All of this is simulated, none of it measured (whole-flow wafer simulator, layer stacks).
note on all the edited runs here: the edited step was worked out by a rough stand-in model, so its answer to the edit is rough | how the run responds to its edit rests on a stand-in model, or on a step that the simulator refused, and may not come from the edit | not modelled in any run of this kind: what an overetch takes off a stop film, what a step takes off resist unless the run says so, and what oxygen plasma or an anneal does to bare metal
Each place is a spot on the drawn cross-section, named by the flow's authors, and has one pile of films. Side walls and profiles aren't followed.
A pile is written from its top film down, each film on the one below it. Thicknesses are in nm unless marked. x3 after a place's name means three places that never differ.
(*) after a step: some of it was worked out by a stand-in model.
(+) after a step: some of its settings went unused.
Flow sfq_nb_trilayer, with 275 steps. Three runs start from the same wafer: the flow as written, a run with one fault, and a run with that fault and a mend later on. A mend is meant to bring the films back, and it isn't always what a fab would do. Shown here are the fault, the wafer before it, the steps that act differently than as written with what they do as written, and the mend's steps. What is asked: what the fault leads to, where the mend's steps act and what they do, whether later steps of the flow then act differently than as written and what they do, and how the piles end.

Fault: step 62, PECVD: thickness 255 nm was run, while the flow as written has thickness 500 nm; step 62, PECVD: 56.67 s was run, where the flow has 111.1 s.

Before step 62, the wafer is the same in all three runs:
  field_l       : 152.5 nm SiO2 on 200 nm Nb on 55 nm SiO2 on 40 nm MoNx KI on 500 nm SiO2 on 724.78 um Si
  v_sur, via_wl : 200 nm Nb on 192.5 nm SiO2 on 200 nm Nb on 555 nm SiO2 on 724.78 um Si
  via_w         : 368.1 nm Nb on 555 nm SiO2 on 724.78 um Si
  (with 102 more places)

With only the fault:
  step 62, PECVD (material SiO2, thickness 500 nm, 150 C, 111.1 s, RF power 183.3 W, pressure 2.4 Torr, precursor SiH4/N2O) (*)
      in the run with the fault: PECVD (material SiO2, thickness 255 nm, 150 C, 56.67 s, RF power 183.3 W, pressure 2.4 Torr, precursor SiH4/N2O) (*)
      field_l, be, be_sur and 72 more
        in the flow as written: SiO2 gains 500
        in the run with the fault: SiO2 gains 255
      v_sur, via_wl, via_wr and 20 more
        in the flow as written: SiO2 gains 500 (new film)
        in the run with the fault: SiO2 gains 255 (new film)
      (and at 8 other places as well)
  Steps further on in the flow that do not act as written (16 other steps are not shown; they differ only slightly, by no more than 2% or 0.5 nm, whichever is larger):
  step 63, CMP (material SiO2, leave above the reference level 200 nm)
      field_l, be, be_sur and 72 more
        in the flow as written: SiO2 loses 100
        in the run with the fault: nothing
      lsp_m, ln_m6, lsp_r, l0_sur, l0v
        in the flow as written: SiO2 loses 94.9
        in the run with the fault: nothing
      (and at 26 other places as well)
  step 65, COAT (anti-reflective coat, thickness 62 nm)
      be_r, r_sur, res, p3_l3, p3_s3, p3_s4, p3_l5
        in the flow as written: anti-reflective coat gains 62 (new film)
        in the run with the fault: anti-reflective coat gains 63.7 (new film)
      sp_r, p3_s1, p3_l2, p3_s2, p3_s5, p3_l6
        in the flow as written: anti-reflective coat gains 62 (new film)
        in the run with the fault: anti-reflective coat gains 63.8 (new film)
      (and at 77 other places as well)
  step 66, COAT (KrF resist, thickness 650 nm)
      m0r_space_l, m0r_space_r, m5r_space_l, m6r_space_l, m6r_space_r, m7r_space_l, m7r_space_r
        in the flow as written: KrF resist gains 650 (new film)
        in the run with the fault: KrF resist gains 668.4 (new film)
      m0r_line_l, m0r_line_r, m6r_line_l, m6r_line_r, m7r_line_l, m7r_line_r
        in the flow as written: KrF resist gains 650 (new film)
        in the run with the fault: KrF resist gains 678.6 (new film)
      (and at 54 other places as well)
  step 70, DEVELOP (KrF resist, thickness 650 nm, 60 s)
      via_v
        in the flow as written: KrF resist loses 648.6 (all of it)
        in the run with the fault: KrF resist loses 596.7 (all of it)
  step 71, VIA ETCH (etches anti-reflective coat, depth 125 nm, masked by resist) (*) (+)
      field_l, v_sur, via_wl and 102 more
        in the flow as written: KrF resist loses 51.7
        in the run with the fault: KrF resist loses 42.1
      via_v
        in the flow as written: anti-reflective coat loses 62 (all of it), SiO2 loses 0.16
        in the run with the fault: anti-reflective coat loses 50.6 (all of it), SiO2 loses 0.13
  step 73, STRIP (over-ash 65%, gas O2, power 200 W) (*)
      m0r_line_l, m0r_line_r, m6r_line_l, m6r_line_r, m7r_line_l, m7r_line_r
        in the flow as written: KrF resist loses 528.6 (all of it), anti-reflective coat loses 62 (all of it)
        in the run with the fault: KrF resist loses 566.7 (all of it), anti-reflective coat loses 62.6 (all of it)
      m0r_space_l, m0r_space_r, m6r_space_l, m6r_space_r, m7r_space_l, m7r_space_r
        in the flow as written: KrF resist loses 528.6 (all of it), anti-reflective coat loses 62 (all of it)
        in the run with the fault: KrF resist loses 556.5 (all of it), anti-reflective coat loses 79.6 (all of it)
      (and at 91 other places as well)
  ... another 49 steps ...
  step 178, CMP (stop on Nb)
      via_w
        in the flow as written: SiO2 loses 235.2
        in the run with the fault: SiO2 loses 226.5
  At via_w, p4_w1, p4_w2 and 7 more, the piles at the end differ from the flow's by more than 2% or 0.5 nm, whichever is larger.
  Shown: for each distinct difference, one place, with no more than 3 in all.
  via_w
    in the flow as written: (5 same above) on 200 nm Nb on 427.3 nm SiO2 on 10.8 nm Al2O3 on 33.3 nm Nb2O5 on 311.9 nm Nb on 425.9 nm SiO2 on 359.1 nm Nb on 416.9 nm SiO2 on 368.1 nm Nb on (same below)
    in the run with the fault: (5 same above) on 200 nm Nb on 495.5 nm SiO2 on 10.1 nm Al2O3 on 34.6 nm Nb2O5 on 110.8 nm Nb on 189.6 nm SiO2 on 161.3 nm Nb on 344 nm SiO2 on 90.1 nm Nb on 171.7 nm SiO2 on 164.5 nm Nb on 213 nm SiO2 on 368.1 nm Nb on (same below)
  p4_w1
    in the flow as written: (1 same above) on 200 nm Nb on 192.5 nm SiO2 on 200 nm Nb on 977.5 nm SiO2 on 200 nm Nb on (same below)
    in the run with the fault: (1 same above) on 200 nm Nb on 237.5 nm SiO2 on 200 nm Nb on 932.5 nm SiO2 on 200 nm Nb on (same below)

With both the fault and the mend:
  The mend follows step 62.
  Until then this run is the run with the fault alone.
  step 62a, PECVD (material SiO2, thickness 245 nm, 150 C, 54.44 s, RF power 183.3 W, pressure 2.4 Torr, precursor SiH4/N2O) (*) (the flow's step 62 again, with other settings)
      field_l, v_sur, via_wl and 102 more
        SiO2 gains 245
      via_w
        SiO2 gains 257.5
  Steps further on in the flow that do not act as written:
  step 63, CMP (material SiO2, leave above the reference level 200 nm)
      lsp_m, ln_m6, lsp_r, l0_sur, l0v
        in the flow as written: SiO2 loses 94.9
        in the run with the mend: SiO2 loses 100
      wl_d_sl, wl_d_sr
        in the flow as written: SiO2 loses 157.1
        in the run with the mend: SiO2 loses 100
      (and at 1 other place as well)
  At every place that both follow, the piles at the end match the flow's.
